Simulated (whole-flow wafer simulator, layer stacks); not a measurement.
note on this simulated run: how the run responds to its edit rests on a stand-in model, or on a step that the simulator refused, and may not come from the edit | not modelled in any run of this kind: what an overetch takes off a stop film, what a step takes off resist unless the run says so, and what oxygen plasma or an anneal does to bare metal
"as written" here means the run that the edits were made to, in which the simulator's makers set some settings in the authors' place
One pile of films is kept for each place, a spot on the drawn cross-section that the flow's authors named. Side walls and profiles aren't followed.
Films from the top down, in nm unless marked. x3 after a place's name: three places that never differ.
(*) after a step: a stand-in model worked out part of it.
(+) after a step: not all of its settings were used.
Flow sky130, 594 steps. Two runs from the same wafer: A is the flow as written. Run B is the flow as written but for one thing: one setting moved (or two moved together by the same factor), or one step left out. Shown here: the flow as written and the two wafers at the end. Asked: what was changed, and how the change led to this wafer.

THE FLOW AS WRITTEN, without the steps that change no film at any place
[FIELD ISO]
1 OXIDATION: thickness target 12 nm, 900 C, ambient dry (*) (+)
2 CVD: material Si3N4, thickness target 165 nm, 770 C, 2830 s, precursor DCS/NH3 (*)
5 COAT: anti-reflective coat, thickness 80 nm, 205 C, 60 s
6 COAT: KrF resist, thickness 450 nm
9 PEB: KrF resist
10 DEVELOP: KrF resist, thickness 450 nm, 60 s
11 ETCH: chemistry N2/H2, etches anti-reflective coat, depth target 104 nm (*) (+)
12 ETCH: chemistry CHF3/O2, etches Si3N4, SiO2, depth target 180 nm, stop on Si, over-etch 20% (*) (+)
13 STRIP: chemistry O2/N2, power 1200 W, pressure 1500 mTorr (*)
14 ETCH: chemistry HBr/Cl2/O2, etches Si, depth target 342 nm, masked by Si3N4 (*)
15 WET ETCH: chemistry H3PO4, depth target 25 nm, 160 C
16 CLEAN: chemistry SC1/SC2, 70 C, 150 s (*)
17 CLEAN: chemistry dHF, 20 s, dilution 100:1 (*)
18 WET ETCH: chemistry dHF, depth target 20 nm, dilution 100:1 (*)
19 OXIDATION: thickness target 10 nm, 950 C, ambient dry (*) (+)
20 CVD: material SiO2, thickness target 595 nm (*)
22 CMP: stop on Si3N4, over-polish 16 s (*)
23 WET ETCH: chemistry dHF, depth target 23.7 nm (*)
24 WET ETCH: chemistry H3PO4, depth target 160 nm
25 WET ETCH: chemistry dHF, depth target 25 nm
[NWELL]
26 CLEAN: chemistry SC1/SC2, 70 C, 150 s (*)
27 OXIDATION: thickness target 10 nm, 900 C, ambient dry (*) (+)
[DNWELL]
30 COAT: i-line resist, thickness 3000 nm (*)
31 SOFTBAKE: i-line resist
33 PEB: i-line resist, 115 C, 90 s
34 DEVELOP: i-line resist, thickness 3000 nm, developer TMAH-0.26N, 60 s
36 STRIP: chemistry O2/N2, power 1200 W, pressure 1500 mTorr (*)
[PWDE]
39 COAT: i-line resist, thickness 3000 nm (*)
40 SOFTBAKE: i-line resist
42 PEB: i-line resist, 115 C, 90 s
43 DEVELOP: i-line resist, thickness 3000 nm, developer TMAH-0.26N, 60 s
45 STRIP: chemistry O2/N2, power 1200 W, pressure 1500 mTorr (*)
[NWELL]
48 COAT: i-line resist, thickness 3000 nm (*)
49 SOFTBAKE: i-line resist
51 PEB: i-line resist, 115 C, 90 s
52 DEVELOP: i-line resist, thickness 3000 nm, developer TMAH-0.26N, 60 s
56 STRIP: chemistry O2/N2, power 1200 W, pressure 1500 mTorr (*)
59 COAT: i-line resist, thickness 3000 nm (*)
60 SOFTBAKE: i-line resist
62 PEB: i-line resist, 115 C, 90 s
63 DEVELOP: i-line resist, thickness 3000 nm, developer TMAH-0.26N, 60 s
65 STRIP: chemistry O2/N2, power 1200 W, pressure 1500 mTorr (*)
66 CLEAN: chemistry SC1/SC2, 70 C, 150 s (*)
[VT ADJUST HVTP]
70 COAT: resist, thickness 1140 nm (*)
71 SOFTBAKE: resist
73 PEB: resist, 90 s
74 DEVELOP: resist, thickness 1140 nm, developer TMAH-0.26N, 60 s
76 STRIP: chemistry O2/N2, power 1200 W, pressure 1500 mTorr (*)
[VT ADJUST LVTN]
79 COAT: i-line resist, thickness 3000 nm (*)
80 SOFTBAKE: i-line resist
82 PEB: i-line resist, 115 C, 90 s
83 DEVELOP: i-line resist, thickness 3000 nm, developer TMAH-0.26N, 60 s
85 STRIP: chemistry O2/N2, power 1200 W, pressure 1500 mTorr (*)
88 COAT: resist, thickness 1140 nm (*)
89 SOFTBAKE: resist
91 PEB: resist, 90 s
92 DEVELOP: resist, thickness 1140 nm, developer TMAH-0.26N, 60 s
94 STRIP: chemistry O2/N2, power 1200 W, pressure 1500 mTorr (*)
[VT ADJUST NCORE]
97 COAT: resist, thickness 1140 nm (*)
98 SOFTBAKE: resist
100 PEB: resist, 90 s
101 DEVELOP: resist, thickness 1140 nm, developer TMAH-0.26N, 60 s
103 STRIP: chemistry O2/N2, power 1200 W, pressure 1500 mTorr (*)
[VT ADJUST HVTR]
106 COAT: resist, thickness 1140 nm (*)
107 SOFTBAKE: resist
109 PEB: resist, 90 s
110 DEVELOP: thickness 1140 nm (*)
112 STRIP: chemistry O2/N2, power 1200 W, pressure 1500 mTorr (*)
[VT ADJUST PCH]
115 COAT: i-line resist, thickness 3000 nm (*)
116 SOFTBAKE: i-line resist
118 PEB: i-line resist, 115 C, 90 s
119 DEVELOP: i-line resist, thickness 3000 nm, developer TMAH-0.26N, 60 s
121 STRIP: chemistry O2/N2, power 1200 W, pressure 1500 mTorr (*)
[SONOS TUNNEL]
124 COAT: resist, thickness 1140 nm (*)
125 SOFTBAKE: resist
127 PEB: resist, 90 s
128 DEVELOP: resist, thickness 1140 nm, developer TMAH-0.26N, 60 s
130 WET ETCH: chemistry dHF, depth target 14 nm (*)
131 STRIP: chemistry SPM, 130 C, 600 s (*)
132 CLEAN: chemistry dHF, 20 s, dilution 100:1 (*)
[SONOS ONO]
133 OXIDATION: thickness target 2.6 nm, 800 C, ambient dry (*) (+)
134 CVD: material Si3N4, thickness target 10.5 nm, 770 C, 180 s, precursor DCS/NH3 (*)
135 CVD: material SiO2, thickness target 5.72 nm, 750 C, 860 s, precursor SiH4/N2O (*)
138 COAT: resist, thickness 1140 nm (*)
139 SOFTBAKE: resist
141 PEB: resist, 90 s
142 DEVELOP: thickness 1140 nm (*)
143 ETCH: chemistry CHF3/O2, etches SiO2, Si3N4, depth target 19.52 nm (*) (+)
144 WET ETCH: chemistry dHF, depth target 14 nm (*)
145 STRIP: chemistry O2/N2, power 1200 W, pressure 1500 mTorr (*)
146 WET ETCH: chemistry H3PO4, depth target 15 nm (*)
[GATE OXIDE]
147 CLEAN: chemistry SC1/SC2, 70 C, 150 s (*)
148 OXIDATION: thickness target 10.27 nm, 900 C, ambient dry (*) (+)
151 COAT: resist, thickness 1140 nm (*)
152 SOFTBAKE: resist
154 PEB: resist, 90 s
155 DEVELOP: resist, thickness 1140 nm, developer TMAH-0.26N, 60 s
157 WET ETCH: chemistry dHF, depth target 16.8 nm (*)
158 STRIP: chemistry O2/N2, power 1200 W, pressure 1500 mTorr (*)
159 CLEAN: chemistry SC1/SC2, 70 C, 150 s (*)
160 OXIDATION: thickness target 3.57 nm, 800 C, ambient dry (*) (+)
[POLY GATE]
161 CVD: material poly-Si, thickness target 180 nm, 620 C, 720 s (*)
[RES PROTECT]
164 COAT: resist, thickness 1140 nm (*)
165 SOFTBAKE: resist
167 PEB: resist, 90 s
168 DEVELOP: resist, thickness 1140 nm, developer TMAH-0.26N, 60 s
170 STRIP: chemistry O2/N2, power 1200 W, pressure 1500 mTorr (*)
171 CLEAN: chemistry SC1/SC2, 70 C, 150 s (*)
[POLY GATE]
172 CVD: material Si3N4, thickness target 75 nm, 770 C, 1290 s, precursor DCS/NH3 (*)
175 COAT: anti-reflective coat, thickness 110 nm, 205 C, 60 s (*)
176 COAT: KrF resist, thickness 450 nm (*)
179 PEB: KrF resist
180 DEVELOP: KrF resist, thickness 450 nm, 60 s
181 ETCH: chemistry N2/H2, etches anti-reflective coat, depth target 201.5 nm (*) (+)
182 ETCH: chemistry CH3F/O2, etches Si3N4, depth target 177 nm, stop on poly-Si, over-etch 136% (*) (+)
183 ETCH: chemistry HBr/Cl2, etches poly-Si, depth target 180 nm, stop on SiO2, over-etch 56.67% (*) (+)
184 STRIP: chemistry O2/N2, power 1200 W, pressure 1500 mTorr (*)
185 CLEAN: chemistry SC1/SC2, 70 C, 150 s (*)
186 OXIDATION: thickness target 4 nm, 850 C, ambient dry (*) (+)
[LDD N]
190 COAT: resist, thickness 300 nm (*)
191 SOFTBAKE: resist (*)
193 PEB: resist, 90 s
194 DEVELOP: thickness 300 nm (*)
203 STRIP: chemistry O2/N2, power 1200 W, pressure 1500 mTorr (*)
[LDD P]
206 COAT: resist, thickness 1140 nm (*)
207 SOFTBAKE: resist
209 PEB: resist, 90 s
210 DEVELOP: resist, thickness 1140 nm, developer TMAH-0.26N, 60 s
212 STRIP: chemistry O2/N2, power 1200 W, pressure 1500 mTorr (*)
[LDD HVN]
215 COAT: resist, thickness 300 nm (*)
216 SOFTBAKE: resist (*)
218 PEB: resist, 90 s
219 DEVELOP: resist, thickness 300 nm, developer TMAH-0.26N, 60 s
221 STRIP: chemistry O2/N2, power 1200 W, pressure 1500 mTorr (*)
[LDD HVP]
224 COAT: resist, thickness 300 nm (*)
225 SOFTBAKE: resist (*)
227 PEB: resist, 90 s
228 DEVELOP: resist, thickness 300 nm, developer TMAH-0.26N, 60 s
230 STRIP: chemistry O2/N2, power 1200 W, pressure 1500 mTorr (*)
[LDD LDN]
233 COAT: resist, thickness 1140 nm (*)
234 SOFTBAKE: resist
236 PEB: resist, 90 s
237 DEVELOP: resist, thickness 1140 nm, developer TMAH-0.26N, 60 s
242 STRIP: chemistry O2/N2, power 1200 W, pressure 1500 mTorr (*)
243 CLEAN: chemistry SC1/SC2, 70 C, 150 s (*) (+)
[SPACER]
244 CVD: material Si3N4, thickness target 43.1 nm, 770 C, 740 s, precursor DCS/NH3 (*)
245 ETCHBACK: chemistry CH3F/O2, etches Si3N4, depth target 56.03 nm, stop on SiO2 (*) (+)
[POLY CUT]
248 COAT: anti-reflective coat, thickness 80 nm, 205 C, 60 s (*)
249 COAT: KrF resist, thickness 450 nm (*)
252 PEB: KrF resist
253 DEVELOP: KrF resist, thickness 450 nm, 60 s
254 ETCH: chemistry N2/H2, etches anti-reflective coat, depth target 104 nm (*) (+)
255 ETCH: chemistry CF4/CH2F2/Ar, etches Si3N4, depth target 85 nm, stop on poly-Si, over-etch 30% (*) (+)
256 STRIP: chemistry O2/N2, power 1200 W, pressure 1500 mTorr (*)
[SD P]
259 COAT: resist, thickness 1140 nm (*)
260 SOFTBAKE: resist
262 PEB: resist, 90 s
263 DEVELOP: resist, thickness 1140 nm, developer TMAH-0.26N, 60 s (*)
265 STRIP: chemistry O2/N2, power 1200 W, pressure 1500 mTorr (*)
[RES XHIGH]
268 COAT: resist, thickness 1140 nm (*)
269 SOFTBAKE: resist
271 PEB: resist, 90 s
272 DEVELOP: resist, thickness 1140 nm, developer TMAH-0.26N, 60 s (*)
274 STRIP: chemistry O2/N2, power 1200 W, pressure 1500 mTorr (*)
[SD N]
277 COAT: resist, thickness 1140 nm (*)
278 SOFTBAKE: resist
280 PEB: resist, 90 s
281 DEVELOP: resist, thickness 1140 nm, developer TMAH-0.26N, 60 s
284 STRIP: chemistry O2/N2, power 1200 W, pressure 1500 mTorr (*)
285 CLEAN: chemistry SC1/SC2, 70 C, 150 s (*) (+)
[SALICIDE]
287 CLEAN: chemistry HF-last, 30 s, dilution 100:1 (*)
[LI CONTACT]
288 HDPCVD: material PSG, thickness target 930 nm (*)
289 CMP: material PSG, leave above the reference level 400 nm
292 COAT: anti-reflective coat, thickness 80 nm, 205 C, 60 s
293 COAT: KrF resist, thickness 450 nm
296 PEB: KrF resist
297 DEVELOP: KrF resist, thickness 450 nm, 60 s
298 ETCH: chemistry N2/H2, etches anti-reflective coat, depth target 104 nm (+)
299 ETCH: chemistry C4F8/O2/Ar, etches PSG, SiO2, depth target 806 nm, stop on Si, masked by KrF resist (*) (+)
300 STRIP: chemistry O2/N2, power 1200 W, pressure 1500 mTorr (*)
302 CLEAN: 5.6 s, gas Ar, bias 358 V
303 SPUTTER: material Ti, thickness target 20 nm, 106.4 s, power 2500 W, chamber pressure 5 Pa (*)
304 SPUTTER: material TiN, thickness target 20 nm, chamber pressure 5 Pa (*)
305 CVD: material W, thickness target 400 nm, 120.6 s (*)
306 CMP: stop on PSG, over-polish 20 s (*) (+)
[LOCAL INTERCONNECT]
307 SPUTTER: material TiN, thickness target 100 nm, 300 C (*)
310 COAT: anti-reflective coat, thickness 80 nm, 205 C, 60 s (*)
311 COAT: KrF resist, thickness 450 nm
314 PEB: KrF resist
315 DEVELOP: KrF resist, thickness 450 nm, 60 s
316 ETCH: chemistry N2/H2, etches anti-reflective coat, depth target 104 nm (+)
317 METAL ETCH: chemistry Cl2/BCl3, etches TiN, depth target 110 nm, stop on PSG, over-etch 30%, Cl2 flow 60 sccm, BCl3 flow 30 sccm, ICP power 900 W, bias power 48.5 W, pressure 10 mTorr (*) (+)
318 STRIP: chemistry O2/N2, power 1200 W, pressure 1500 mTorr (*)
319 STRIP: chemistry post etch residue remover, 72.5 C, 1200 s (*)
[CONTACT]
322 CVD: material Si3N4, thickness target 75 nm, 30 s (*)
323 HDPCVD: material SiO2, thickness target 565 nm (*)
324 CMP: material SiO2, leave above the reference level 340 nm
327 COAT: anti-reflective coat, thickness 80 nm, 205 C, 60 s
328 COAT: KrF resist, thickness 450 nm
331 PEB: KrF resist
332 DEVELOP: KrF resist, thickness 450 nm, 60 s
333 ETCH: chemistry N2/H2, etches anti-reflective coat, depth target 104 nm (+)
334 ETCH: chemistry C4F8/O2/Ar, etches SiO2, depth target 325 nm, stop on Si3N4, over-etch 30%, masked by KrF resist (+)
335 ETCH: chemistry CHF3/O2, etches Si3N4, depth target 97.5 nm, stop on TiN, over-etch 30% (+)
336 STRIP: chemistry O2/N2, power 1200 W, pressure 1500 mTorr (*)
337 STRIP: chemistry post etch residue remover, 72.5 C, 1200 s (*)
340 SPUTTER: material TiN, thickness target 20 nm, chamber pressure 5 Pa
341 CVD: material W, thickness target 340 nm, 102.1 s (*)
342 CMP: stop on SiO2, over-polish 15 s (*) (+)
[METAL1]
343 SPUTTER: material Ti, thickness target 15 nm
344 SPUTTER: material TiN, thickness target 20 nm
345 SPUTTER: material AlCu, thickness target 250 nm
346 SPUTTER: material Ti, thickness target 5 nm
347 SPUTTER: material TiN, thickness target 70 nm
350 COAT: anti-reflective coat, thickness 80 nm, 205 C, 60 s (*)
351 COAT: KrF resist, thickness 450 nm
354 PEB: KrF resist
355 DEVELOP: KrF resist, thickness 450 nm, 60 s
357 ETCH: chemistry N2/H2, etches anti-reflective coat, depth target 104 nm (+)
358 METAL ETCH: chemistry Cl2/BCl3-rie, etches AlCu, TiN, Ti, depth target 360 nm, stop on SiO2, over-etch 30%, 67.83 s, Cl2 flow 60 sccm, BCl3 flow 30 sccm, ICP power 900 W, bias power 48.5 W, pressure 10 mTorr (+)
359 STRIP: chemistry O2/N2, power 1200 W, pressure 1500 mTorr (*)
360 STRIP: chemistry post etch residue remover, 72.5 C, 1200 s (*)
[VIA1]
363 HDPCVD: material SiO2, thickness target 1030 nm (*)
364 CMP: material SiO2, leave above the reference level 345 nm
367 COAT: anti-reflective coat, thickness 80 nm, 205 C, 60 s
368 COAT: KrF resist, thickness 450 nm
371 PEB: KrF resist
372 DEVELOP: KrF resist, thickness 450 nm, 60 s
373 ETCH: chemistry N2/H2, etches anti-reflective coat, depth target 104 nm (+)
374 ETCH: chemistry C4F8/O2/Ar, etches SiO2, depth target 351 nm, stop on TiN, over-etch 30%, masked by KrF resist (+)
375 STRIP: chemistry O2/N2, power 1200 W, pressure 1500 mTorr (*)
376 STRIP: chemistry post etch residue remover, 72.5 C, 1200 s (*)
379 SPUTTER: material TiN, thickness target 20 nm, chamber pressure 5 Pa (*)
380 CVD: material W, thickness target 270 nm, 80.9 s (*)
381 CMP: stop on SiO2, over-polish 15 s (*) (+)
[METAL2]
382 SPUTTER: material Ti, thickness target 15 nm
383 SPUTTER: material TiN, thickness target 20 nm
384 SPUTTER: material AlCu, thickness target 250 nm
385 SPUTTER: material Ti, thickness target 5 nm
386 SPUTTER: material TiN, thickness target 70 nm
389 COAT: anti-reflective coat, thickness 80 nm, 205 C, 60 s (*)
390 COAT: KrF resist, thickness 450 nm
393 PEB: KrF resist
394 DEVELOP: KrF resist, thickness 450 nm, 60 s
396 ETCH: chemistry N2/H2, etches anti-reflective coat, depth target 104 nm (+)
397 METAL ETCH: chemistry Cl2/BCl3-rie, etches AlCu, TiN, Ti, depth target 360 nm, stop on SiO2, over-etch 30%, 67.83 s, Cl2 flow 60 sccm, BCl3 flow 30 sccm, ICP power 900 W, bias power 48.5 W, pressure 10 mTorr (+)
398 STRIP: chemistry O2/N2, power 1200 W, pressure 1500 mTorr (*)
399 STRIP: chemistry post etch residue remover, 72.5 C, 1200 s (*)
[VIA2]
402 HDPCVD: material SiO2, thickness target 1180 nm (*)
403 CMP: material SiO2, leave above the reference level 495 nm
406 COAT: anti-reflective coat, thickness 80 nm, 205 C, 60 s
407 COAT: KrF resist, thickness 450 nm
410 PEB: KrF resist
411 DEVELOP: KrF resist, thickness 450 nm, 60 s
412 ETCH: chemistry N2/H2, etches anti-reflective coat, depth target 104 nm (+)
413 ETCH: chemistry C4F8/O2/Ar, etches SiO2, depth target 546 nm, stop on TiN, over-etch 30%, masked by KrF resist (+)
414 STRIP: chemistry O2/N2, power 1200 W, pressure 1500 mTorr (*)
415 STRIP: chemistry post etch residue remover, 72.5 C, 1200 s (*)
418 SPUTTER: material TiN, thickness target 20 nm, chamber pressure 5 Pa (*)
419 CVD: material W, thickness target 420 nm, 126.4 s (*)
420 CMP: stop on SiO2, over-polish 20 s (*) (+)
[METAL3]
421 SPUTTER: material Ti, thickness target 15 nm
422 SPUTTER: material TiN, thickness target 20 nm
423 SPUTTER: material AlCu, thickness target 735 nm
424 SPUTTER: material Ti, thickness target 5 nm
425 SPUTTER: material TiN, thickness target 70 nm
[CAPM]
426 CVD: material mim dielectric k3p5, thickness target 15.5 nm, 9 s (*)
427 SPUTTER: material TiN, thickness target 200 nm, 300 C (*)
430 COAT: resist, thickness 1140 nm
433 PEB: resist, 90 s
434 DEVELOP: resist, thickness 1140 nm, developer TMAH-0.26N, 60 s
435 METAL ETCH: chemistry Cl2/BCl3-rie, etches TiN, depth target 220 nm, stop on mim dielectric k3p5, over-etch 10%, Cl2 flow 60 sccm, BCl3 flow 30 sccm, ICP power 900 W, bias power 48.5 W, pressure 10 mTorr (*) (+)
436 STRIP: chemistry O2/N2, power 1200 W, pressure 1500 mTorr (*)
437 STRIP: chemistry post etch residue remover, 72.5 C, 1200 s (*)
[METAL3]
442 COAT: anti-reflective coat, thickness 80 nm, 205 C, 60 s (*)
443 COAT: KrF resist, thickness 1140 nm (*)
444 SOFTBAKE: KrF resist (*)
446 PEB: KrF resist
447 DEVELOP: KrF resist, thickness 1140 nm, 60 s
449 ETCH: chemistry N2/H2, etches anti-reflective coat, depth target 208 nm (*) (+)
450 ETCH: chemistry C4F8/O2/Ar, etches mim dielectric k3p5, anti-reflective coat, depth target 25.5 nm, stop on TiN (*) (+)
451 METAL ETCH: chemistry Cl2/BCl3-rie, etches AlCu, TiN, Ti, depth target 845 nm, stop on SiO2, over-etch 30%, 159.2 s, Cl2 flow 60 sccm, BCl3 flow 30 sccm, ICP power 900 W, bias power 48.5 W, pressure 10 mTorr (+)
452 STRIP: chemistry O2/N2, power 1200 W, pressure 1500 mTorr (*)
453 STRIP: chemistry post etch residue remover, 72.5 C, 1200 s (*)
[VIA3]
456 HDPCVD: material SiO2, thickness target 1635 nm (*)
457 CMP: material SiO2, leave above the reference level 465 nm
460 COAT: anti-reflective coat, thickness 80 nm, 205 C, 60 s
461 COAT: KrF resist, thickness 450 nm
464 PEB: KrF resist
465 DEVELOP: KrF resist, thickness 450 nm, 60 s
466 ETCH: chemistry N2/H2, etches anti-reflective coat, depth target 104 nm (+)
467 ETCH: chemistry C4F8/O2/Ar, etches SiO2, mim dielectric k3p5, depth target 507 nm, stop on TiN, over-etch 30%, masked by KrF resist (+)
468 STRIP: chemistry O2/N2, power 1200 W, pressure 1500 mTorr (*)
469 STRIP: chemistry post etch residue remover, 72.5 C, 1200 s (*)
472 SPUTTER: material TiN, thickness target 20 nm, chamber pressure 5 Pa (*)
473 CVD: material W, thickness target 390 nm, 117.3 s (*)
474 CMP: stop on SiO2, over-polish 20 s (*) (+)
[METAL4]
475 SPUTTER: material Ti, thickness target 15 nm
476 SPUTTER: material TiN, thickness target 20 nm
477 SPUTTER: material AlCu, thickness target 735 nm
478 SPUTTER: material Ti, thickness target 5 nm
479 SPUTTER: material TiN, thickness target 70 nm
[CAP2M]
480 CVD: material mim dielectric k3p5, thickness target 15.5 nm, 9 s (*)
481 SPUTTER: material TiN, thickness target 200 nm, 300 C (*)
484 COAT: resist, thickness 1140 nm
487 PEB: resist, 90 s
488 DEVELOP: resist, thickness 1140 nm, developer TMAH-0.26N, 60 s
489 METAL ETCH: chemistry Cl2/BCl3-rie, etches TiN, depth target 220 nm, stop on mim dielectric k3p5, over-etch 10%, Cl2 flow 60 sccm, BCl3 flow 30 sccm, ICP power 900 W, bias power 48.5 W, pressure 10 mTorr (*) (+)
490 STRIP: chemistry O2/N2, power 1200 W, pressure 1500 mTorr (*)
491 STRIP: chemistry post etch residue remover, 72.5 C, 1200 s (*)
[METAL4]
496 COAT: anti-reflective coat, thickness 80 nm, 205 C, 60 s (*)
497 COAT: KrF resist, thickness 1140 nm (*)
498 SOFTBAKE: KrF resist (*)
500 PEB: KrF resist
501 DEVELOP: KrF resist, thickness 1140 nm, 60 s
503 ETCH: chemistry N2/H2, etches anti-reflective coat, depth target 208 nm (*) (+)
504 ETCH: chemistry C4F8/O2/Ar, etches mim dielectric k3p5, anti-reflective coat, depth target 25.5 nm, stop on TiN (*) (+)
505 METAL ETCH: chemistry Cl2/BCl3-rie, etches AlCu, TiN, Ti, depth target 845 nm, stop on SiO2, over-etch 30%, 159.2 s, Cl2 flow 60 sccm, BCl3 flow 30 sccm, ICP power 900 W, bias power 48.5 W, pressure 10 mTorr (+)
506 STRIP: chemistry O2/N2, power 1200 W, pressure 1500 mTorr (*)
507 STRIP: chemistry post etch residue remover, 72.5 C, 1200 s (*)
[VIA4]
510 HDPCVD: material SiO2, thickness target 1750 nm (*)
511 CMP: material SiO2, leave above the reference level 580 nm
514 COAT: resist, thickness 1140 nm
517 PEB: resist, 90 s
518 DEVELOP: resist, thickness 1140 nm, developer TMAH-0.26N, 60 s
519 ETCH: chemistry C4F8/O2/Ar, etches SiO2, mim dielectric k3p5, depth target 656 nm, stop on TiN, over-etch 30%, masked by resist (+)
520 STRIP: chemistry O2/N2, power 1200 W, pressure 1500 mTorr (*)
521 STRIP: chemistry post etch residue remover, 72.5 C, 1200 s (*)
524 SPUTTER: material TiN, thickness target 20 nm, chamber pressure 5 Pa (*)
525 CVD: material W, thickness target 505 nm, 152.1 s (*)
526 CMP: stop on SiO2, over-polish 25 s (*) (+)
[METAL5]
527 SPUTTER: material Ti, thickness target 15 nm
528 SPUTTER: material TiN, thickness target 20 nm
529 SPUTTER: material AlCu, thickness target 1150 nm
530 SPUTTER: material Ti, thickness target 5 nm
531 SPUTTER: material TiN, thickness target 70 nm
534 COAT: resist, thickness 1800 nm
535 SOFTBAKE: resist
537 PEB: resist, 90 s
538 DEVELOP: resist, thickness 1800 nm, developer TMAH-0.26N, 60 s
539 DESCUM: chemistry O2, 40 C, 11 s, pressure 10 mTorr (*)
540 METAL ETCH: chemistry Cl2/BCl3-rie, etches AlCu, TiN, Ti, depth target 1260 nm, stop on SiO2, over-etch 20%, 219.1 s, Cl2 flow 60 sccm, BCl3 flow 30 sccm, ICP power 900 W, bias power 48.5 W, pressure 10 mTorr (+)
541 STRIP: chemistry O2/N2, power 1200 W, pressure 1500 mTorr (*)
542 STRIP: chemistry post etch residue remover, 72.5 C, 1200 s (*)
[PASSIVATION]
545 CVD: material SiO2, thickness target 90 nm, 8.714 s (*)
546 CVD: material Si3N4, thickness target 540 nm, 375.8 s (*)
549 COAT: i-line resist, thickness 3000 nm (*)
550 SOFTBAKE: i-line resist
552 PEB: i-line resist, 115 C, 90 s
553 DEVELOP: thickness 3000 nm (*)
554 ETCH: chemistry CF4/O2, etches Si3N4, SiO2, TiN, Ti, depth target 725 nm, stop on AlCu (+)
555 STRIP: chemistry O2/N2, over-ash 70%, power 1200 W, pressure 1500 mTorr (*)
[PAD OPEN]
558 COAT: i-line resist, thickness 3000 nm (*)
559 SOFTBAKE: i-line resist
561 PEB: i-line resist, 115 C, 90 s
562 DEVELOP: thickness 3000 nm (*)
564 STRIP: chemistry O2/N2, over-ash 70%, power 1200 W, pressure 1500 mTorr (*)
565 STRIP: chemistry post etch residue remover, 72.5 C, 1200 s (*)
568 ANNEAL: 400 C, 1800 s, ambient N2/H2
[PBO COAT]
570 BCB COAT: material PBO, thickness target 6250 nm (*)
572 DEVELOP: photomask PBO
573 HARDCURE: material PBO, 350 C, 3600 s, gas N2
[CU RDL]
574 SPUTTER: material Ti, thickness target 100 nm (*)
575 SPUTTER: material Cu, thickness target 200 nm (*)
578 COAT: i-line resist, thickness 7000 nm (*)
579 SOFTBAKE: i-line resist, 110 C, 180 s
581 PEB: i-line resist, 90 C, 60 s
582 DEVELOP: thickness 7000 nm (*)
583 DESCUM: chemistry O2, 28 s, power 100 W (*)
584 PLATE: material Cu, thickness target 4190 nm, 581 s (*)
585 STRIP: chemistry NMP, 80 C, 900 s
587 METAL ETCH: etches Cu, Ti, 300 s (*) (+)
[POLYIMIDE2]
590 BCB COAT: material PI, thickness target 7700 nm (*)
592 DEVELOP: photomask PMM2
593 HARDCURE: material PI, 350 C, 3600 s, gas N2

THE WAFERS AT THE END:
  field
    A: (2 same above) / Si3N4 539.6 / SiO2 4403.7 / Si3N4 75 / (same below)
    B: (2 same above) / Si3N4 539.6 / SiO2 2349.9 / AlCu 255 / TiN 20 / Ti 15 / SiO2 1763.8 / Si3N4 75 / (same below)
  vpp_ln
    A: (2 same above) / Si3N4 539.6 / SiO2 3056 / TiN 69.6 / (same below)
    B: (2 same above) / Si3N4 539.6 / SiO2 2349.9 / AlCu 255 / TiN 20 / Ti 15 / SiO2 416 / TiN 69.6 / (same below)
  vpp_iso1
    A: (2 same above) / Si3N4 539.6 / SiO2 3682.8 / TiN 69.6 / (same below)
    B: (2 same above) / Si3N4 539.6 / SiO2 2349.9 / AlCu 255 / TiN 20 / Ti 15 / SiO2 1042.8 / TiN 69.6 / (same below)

The cause: step 451, METAL ETCH: depth target 422.5 nm was run, where the flow has depth target 845 nm.

How the change led to this, step by step:
  451 METAL ETCH: chemistry Cl2/BCl3-rie, etches AlCu, TiN, Ti, depth target 845 nm, stop on SiO2, over-etch 30%, 159.2 s, Cl2 flow 60 sccm, BCl3 flow 30 sccm, ICP power 900 W, bias power 48.5 W, pressure 10 mTorr (+)
      field, active, gate and 69 more: A TiN -70 (all of it), Ti -5 (all of it), AlCu -735 (all of it), TiN -20 (all of it), Ti -15 (all of it), SiO2 -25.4 | B TiN -70 (all of it), Ti -5 (all of it), AlCu -474.2
      vpp_ln, vpp_iso2, ndiff_ln and 10 more: A TiN -70 (all of it), Ti -5 (all of it), AlCu -735 (all of it), TiN -20 (all of it), Ti -15 (all of it), SiO2 -25.3 | B TiN -70 (all of it), Ti -5 (all of it), AlCu -474.2
      (and at 107 more places)
  452 STRIP: chemistry O2/N2, power 1200 W, pressure 1500 mTorr (*)
      gate_hv, dice_street, pplus_nw and 71 more: A KrF resist -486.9 (all of it), anti-reflective coat -80 (all of it) | B KrF resist -761.6 (all of it), anti-reflective coat -80 (all of it)
      n_well, p_well, sd_n and 6 more: A KrF resist -486.9 (all of it), anti-reflective coat -80 (all of it) | B KrF resist -761.5 (all of it), anti-reflective coat -80 (all of it)
      (and at 24 more places)
  453 STRIP: chemistry post etch residue remover, 72.5 C, 1200 s (*)
      field, active, gate and 82 more: A nothing | B AlCu -5.72
  456 HDPCVD: material SiO2, thickness target 1635 nm (*)
      field, active, gate and 82 more: A SiO2 +1635 | B SiO2 +1635 (new film)
  457 CMP: material SiO2, leave above the reference level 465 nm
      field, active, gate and 82 more: A SiO2 -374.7 | B SiO2 -690
Counting metal films that touch as one body, field has 1 body; the flow as written gives 0 bodies.
Counting metal films that touch as one body, vpp_ln has 3 bodies (between them, from the top down: SiO2 416; SiO2 267.2); the flow as written gives 2 bodies (between them, from the top down: SiO2 267.2).
Counting metal films that touch as one body, vpp_iso1 has 2 bodies (between them, from the top down: SiO2 1042.8); the flow as written gives 1 body.
